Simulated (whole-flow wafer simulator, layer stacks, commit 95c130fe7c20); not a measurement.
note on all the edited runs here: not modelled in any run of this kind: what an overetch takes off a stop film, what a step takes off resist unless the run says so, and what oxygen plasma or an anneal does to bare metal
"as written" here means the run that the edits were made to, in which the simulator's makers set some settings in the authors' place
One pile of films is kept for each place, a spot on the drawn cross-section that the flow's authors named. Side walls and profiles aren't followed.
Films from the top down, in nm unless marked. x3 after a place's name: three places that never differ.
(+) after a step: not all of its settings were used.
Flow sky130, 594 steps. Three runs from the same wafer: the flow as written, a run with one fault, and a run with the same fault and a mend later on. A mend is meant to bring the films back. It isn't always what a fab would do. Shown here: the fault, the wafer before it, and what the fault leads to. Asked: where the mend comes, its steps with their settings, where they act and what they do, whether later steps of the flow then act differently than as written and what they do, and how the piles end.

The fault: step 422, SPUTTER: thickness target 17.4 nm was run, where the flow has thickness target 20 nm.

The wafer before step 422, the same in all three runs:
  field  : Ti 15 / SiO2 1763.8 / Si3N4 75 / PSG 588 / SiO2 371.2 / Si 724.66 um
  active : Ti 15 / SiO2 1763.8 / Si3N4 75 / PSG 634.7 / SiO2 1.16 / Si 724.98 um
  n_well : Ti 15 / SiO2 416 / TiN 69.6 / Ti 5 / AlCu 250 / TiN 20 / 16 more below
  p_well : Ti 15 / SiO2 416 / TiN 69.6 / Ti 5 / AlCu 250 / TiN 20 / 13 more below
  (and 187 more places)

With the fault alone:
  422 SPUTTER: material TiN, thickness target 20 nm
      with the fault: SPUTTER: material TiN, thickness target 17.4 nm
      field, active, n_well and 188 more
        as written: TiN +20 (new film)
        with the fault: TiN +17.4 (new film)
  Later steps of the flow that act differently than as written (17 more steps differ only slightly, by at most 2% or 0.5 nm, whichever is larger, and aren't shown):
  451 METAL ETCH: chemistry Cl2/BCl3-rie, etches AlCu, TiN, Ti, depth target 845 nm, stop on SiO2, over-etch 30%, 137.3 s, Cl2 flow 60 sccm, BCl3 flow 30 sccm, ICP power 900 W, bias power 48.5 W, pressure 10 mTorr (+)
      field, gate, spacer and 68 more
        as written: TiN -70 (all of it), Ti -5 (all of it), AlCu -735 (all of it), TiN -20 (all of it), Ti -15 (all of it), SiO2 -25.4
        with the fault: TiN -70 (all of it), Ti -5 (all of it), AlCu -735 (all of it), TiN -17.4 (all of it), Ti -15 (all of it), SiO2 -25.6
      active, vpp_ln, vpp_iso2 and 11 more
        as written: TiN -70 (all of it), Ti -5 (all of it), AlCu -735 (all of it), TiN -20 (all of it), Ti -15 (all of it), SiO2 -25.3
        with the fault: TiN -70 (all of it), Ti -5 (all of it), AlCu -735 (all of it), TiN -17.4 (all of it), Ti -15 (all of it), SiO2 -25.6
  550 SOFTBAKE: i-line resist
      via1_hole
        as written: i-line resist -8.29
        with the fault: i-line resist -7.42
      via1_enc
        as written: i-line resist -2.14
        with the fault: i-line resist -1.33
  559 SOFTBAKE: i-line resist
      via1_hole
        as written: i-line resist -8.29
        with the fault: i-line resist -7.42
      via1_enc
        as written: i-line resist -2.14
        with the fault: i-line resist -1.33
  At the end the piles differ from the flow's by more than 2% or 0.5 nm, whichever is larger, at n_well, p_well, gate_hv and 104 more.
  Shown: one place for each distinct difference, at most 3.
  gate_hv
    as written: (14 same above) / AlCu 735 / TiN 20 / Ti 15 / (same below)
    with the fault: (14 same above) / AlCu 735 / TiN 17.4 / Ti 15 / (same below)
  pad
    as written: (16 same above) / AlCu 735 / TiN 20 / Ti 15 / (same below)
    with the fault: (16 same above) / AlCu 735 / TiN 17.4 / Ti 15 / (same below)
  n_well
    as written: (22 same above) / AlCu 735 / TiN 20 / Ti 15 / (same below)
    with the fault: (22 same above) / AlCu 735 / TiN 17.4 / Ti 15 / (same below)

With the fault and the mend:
  The mend comes after step 422.
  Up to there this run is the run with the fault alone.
  422a SPUTTER: material TiN, thickness target 2.6 nm (the flow's step 422 once more, with other settings)
      field, active, n_well and 188 more
        TiN +2.6
  No later step of the flow acts differently than as written at any place that is followed.
  At the end the piles are the same as the flow's at every place that both follow.
